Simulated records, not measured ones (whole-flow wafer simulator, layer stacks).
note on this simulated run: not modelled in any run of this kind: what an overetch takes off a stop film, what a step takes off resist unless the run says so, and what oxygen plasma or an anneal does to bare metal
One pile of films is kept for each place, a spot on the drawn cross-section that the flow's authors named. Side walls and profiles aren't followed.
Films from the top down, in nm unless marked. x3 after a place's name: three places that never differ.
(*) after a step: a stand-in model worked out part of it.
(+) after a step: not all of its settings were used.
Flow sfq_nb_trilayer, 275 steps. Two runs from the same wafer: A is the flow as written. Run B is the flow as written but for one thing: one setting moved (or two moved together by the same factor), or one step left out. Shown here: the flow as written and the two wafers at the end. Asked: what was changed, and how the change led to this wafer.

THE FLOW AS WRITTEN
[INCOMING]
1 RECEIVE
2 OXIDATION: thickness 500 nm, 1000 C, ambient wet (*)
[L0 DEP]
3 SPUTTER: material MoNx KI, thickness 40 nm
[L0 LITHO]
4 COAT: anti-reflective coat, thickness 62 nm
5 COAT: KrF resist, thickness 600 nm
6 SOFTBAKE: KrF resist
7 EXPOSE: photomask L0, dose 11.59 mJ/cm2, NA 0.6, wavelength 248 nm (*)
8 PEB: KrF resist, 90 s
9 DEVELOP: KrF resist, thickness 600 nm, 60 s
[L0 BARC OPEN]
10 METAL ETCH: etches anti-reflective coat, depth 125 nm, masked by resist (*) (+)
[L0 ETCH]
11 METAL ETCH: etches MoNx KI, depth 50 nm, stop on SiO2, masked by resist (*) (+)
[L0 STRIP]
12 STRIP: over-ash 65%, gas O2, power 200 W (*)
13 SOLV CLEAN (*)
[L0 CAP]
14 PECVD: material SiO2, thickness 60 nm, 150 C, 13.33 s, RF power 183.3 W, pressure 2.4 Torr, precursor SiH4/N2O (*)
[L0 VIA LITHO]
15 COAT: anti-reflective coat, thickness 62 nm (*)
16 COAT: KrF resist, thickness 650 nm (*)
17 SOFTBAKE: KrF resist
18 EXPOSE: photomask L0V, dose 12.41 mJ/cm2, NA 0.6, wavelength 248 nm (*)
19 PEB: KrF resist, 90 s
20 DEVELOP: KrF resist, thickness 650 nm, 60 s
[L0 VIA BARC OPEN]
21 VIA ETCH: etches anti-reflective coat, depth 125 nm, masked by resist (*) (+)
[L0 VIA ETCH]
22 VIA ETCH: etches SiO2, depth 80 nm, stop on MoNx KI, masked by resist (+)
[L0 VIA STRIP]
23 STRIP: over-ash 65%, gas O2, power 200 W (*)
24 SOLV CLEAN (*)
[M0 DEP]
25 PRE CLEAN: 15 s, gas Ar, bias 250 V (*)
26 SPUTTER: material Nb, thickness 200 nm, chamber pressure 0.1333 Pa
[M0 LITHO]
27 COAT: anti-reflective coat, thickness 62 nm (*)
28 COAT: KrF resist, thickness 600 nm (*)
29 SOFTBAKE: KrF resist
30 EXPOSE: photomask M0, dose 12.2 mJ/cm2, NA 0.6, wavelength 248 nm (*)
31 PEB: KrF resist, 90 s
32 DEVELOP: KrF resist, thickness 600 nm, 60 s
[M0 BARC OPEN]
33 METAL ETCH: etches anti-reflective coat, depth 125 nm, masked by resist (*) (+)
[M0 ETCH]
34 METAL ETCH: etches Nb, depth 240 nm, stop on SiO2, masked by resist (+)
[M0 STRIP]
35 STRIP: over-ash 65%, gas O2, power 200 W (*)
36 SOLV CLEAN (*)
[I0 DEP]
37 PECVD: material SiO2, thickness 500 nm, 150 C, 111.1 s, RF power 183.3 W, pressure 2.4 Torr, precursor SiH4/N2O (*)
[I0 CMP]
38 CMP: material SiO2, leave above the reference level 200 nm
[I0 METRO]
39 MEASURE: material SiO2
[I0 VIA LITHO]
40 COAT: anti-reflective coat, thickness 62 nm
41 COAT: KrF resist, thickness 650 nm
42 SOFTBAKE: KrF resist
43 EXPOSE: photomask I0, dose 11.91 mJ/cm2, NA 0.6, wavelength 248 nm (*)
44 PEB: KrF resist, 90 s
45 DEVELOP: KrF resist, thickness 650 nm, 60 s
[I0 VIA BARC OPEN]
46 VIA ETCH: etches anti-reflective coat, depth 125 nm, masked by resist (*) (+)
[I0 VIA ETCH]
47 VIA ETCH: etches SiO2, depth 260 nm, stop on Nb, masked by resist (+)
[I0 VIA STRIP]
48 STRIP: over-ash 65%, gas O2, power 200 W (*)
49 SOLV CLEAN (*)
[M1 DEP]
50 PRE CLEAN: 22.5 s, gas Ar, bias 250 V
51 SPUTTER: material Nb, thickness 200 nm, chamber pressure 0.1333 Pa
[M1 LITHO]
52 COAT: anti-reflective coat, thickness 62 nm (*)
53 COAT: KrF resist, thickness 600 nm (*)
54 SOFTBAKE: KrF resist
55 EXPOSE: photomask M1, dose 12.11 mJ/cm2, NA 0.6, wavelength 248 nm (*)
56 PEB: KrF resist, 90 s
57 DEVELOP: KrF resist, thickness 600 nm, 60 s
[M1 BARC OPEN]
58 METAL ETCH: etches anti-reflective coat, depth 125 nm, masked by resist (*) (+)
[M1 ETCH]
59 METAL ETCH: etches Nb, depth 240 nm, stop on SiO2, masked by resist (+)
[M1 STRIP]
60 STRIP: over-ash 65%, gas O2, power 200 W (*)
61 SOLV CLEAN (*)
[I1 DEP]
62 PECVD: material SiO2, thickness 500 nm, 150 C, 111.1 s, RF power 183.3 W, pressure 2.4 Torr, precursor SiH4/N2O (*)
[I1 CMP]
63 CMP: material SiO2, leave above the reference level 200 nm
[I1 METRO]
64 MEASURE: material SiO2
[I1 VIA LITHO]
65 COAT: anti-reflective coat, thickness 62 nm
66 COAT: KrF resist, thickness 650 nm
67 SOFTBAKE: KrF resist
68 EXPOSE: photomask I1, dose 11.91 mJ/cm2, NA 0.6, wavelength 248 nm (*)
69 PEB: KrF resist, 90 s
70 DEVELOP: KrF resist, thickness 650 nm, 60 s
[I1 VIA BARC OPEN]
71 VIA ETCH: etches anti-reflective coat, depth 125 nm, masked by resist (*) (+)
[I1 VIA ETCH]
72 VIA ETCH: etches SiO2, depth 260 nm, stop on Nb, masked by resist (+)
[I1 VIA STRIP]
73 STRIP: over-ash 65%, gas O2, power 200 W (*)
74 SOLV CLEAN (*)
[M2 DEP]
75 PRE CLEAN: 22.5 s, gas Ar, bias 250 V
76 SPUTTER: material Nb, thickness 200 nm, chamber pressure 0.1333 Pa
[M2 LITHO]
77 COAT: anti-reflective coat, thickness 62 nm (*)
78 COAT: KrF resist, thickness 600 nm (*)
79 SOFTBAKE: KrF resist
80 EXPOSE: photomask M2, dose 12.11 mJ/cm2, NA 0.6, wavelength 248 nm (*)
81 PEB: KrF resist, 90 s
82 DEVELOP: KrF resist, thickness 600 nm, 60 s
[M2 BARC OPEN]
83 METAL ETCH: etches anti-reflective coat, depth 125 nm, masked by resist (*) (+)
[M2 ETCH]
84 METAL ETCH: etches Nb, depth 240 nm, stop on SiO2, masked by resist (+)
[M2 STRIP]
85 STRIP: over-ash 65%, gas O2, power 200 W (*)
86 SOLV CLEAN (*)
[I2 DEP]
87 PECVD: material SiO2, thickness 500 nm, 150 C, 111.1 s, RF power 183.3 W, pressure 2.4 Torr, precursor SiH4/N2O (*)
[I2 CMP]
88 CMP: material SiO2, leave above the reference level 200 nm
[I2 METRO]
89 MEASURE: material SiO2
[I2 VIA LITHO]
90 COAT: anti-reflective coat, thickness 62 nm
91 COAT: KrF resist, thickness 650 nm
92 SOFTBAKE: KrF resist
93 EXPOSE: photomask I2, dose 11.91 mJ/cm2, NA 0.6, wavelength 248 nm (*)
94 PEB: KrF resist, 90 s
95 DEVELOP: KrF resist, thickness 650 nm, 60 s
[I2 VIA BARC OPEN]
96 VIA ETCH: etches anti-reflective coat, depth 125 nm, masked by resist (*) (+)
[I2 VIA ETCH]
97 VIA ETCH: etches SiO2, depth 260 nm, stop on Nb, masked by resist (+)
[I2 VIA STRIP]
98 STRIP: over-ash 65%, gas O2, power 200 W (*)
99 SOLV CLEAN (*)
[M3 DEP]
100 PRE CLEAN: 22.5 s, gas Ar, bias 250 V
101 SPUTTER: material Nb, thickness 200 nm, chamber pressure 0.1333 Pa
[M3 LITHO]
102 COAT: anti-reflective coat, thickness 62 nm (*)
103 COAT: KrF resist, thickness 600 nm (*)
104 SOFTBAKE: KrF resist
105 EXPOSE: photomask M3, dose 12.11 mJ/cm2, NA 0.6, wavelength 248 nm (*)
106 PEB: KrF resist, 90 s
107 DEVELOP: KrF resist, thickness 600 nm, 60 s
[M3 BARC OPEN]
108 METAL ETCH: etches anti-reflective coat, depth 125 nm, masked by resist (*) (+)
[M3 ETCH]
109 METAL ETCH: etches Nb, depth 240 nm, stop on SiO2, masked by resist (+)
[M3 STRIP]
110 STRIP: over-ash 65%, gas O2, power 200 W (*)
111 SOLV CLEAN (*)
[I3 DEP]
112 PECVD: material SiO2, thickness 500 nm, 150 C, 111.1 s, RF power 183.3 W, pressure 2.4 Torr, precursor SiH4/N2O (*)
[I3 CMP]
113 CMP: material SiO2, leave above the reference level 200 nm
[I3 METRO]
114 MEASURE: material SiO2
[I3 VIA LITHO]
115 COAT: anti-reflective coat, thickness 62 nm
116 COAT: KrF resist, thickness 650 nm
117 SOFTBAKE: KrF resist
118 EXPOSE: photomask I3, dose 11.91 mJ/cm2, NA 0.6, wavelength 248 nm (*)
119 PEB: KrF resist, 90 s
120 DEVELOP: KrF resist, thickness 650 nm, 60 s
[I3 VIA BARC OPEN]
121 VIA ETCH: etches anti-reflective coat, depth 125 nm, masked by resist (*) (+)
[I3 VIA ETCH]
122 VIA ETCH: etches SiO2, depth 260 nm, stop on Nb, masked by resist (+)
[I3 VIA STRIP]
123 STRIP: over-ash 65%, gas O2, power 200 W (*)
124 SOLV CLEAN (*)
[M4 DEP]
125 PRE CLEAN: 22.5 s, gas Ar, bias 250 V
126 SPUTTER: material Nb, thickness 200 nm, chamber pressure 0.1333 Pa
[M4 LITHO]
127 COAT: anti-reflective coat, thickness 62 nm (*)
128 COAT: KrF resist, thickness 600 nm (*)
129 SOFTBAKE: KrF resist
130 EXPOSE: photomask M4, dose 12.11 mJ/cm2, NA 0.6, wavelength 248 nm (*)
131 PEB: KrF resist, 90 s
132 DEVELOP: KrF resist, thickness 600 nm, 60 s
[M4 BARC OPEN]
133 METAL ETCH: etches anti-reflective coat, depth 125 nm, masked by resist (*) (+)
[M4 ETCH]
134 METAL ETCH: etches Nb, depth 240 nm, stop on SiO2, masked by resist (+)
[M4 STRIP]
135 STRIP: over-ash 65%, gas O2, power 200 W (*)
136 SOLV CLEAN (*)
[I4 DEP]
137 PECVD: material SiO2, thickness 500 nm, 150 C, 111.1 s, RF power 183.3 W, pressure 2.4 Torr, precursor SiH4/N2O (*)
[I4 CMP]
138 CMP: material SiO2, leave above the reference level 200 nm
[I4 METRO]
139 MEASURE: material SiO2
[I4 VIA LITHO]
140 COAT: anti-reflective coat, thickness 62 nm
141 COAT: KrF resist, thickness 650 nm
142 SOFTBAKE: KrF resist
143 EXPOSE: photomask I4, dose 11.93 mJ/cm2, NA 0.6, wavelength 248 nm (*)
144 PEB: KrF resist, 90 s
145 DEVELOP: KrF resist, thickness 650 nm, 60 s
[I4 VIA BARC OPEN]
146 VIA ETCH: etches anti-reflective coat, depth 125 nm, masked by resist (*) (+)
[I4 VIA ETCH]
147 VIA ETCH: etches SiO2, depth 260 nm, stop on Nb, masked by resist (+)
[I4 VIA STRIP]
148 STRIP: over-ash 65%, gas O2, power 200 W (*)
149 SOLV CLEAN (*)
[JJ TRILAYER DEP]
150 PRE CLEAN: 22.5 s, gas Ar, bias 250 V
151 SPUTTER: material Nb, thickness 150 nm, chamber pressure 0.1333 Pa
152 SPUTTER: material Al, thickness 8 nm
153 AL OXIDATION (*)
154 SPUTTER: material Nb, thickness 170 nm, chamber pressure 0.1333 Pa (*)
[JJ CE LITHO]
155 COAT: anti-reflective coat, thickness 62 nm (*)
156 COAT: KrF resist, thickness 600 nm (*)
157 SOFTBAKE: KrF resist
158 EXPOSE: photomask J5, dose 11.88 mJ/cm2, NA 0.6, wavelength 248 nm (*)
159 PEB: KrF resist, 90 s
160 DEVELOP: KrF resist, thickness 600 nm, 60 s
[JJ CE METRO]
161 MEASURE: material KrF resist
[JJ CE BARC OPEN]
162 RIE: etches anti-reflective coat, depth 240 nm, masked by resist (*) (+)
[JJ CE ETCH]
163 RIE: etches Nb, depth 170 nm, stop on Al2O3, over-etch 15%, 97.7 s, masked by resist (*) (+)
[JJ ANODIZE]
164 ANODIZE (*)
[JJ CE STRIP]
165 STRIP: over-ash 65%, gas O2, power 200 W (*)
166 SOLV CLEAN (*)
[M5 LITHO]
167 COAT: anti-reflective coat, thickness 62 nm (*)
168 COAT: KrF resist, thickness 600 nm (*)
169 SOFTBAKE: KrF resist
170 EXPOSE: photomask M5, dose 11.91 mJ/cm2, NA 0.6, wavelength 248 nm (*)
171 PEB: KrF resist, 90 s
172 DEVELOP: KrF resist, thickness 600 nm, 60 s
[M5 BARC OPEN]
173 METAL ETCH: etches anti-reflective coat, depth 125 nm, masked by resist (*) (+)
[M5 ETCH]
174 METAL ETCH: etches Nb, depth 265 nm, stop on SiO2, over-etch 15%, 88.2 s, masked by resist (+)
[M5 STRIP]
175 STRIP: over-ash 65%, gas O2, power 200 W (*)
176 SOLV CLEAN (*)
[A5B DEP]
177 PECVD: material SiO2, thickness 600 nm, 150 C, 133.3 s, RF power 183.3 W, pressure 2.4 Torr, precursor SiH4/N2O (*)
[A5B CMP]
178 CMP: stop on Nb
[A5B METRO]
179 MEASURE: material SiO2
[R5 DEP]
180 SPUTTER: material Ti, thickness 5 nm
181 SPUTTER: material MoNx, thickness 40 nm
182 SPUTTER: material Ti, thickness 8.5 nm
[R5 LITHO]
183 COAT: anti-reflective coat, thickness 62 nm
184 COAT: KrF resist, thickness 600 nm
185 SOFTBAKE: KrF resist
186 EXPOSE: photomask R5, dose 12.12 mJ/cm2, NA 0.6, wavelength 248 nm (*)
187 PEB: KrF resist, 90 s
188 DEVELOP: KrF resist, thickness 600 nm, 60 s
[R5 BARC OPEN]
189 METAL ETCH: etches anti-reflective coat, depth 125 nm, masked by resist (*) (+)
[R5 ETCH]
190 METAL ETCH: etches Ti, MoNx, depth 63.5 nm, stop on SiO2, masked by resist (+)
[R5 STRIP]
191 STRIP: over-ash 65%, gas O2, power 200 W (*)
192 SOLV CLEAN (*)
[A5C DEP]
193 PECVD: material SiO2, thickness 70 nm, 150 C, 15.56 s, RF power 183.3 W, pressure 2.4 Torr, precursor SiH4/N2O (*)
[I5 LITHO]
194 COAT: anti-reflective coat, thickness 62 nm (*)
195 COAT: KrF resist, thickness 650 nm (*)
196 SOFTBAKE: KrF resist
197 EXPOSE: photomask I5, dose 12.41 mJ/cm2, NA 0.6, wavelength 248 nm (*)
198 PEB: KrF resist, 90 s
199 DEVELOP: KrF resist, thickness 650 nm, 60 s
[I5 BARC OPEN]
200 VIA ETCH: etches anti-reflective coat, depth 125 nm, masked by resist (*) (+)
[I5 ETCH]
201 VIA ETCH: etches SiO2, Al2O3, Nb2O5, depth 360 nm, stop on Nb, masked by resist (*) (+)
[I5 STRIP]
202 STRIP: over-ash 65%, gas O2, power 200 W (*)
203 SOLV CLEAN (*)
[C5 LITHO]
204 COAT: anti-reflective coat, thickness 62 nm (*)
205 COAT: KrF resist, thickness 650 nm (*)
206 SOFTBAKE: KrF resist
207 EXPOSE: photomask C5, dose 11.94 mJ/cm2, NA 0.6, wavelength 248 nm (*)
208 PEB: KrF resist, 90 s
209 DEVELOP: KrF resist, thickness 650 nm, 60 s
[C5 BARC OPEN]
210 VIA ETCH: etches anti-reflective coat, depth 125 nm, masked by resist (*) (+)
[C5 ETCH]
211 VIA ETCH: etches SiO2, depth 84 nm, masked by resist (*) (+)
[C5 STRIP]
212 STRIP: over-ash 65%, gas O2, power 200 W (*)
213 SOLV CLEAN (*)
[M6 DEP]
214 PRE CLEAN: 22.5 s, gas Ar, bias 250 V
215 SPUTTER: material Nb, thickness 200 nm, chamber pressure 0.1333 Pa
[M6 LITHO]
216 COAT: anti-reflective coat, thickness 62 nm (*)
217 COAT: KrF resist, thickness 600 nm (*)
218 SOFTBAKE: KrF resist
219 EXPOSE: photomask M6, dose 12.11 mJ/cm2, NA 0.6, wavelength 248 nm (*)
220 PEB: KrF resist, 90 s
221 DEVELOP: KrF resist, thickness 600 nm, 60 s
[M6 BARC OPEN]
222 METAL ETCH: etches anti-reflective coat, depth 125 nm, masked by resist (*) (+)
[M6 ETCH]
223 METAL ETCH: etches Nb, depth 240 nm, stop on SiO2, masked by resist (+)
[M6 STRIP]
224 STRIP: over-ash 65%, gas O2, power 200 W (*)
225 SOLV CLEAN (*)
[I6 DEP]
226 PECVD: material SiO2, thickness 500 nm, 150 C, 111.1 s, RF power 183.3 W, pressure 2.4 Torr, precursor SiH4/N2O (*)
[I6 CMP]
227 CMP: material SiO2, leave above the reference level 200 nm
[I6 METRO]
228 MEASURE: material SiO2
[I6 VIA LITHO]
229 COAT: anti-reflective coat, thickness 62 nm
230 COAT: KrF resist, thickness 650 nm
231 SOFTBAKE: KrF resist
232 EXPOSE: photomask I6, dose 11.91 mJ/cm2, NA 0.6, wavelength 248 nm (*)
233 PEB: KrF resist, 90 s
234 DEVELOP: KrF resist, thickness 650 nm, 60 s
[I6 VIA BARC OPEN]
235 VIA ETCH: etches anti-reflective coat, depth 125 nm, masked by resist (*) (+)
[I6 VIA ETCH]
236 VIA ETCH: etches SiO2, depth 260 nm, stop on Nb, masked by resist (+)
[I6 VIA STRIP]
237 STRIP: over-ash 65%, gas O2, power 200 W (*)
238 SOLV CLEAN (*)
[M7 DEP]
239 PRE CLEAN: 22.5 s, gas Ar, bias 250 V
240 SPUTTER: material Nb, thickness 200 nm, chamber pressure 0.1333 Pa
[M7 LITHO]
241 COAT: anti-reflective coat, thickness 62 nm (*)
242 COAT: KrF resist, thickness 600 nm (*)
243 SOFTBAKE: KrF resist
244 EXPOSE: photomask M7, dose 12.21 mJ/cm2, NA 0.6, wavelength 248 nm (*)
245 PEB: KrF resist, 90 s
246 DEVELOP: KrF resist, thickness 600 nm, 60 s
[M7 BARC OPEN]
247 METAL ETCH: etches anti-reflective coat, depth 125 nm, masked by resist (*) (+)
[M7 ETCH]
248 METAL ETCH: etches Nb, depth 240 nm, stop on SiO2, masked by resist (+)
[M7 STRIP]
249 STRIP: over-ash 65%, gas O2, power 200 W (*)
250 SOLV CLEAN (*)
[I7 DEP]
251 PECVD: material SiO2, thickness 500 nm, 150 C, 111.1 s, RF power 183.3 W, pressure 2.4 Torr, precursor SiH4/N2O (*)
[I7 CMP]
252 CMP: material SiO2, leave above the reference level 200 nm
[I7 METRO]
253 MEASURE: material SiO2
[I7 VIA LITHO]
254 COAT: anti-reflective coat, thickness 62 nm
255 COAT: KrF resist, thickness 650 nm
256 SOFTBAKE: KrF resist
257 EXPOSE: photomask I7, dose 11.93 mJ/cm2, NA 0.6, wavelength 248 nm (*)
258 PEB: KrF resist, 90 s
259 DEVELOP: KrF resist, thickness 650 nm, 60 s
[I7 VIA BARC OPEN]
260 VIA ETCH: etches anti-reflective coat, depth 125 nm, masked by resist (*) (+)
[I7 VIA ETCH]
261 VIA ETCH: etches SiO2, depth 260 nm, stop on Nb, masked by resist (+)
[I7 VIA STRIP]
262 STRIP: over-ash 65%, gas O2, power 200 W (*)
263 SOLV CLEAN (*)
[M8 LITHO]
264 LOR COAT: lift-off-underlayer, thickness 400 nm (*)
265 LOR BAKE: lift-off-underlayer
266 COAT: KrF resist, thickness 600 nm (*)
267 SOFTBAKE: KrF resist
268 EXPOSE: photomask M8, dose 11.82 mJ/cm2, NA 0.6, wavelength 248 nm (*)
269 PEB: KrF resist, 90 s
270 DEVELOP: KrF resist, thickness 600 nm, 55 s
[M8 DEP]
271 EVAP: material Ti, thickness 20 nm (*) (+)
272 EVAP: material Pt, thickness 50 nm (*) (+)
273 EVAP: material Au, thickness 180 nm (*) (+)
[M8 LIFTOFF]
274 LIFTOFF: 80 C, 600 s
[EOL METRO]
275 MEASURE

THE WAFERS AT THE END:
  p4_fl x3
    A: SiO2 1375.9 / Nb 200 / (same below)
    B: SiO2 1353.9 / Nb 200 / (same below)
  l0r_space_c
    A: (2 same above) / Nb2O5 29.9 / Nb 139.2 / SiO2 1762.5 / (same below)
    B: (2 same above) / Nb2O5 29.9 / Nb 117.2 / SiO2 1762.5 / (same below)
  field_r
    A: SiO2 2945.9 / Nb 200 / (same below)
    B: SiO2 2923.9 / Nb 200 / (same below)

The cause: step 151, SPUTTER: thickness 128 nm was run, where the flow has thickness 150 nm.

How the change led to this, step by step:
  151 SPUTTER: material Nb, thickness 150 nm, chamber pressure 0.1333 Pa
      field_l, v_sur, via_sp and 100 more: A Nb +150 (new film) | B Nb +128 (new film)
      via_wl, via_w, via_wr: A Nb +130.4 | B Nb +111.1
  155 COAT: anti-reflective coat, thickness 62 nm (*)
      via_wl, via_wr: A anti-reflective coat +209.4 (new film) | B anti-reflective coat +203.7 (new film)
  162 RIE: etches anti-reflective coat, depth 240 nm, masked by resist (*) (+)
      ce_l, c5j, ce_r, wl_jj: A KrF resist -209.4 | B KrF resist -203.7
      via_wl, via_wr: A anti-reflective coat -209.4 (all of it) | B anti-reflective coat -203.7 (all of it)
  165 STRIP: over-ash 65%, gas O2, power 200 W (*)
      c5j, ce_r: A KrF resist -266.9 (all of it), anti-reflective coat -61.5 (all of it) | B KrF resist -272.6 (all of it), anti-reflective coat -61.5 (all of it)
      ce_l: A KrF resist -266.8 (all of it), anti-reflective coat -61.4 (all of it) | B KrF resist -272.5 (all of it), anti-reflective coat -61.4 (all of it)
      (and at 1 more place)
  167 COAT: anti-reflective coat, thickness 62 nm (*)
      via_wr: A anti-reflective coat +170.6 (new film) | B anti-reflective coat +167.1 (new film)
      ce_l: A anti-reflective coat +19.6 (new film) | B anti-reflective coat +19 (new film)
      (and at 1 more place)
  174 METAL ETCH: etches Nb, depth 265 nm, stop on SiO2, over-etch 15%, 88.2 s, masked by resist (+)
      field_l, r_sur, res and 50 more: A Al2O3 -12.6 (all of it), Nb2O5 -29.9 (all of it), Nb -139.2 (all of it), SiO2 -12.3 | B Al2O3 -12.6 (all of it), Nb2O5 -29.9 (all of it), Nb -117.2 (all of it), SiO2 -14.5
  175 STRIP: over-ash 65%, gas O2, power 200 W (*)
      via_wr: A KrF resist -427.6 (all of it), anti-reflective coat -170.6 (all of it) | B KrF resist -428.6 (all of it), anti-reflective coat -167.1 (all of it)
      ce_l: A KrF resist -299.6 (all of it), anti-reflective coat -19.6 (all of it) | B KrF resist -300.1 (all of it), anti-reflective coat -19 (all of it)
      (and at 1 more place)
  178 CMP: stop on Nb
      field_l, p4_fl x3, p4_w1 x3 and 35 more: A SiO2 -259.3 | B SiO2 -279.1
      r_sur, res, r_end, moat, field_r, lsp_l: A SiO2 -252.3 | B SiO2 -272.8
      (and at 5 more places)
